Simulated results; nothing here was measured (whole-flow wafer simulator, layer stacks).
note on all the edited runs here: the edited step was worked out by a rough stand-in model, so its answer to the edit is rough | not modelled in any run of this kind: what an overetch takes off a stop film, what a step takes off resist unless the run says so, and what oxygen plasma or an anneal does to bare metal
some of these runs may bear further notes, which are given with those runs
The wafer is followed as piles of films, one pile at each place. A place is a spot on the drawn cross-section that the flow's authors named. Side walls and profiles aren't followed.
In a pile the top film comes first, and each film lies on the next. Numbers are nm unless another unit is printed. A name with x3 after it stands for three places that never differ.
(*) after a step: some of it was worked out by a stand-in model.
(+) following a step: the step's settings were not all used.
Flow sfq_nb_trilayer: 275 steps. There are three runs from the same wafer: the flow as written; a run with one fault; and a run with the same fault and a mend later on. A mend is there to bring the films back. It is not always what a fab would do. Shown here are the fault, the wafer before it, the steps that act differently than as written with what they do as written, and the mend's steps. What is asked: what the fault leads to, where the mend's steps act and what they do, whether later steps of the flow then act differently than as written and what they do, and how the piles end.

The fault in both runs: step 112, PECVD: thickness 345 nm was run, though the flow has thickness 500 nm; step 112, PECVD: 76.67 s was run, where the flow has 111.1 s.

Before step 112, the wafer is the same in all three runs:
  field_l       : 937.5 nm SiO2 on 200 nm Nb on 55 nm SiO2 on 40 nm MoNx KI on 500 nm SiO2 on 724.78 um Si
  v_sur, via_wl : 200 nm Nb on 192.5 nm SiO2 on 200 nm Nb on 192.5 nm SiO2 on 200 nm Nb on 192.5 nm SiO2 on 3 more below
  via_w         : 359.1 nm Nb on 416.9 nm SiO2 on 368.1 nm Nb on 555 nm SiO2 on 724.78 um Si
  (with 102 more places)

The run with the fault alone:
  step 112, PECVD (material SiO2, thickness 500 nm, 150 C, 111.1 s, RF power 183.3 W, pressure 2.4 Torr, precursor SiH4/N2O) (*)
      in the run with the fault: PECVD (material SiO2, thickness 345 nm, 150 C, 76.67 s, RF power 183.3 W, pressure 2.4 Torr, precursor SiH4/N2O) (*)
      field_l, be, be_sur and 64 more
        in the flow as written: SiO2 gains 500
        in the run with the fault: SiO2 gains 345
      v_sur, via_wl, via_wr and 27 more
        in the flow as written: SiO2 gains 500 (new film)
        in the run with the fault: SiO2 gains 345 (new film)
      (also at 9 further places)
  Steps further on in the flow that do not act as written (8 other steps are not shown; they differ only slightly, by no more than 2% or 0.5 nm, whichever is larger):
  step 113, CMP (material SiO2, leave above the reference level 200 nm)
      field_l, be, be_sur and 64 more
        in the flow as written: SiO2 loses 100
        in the run with the fault: nothing
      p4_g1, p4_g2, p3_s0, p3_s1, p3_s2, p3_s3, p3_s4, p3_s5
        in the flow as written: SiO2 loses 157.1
        in the run with the fault: nothing
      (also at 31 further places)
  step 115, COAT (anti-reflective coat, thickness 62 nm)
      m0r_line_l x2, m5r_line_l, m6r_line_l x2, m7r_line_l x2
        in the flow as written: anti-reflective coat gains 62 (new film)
        in the run with the fault: anti-reflective coat gains 63.5 (new film)
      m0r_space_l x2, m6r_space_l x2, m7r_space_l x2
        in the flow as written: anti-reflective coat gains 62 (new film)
        in the run with the fault: anti-reflective coat gains 69.9 (new film)
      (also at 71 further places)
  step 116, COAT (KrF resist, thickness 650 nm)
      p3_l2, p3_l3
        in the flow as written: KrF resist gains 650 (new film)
        in the run with the fault: KrF resist gains 635.1 (new film)
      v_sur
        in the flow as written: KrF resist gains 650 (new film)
        in the run with the fault: KrF resist gains 628 (new film)
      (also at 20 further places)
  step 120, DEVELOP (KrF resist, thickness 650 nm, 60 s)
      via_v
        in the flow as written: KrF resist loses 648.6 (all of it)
        in the run with the fault: KrF resist loses 628.8 (all of it)
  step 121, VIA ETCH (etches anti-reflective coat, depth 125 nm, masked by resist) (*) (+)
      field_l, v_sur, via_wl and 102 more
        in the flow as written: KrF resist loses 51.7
        in the run with the fault: KrF resist loses 48
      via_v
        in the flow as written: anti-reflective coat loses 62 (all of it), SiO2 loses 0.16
        in the run with the fault: anti-reflective coat loses 57.6 (all of it), SiO2 loses 0.14
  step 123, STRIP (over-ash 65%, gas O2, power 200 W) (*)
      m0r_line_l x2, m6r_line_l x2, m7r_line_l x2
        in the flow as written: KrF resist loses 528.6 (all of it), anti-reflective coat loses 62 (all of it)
        in the run with the fault: KrF resist loses 542.6 (all of it), anti-reflective coat loses 63.5 (all of it)
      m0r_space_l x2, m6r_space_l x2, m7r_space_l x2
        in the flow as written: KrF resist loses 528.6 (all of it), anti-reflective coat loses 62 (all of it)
        in the run with the fault: KrF resist loses 538.3 (all of it), anti-reflective coat loses 69.9 (all of it)
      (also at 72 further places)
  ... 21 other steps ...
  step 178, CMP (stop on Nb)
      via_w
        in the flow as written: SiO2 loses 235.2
        in the run with the fault: SiO2 loses 226.5
  At via_w, ln_m5, lsp_m and 6 more, the piles at the end differ from the flow's by more than 2% or 0.5 nm, whichever is larger.
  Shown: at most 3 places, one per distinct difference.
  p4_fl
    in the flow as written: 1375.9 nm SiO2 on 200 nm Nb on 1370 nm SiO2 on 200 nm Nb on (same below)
    in the run with the fault: 1430.9 nm SiO2 on 200 nm Nb on 1315 nm SiO2 on 200 nm Nb on (same below)
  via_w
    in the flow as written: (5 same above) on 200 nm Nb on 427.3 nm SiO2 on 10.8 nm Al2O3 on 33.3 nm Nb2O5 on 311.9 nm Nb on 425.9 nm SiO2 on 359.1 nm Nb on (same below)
    in the run with the fault: (5 same above) on 200 nm Nb on 473.6 nm SiO2 on 10.3 nm Al2O3 on 34.2 nm Nb2O5 on 306.8 nm Nb on 384.4 nm SiO2 on 359.1 nm Nb on (same below)
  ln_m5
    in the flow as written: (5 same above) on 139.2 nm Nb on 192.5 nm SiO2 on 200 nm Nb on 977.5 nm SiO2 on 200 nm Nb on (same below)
    in the run with the fault: (5 same above) on 139.2 nm Nb on 247.5 nm SiO2 on 200 nm Nb on 922.5 nm SiO2 on 200 nm Nb on (same below)

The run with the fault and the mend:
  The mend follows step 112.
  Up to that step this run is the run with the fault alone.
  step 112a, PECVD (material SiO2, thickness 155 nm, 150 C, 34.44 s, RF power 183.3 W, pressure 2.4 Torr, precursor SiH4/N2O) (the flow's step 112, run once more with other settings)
      field_l, v_sur, via_wl and 102 more
        SiO2 gains 155
      via_w
        SiO2 gains 146.3
  Steps further on in the flow that do not act as written:
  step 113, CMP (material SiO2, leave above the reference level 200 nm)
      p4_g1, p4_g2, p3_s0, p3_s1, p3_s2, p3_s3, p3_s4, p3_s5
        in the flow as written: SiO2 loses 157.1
        in the run with the mend: SiO2 loses 100
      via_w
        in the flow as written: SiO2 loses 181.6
        in the run with the mend: SiO2 loses 104.8
  At every place that both follow, the piles at the end match the flow's.
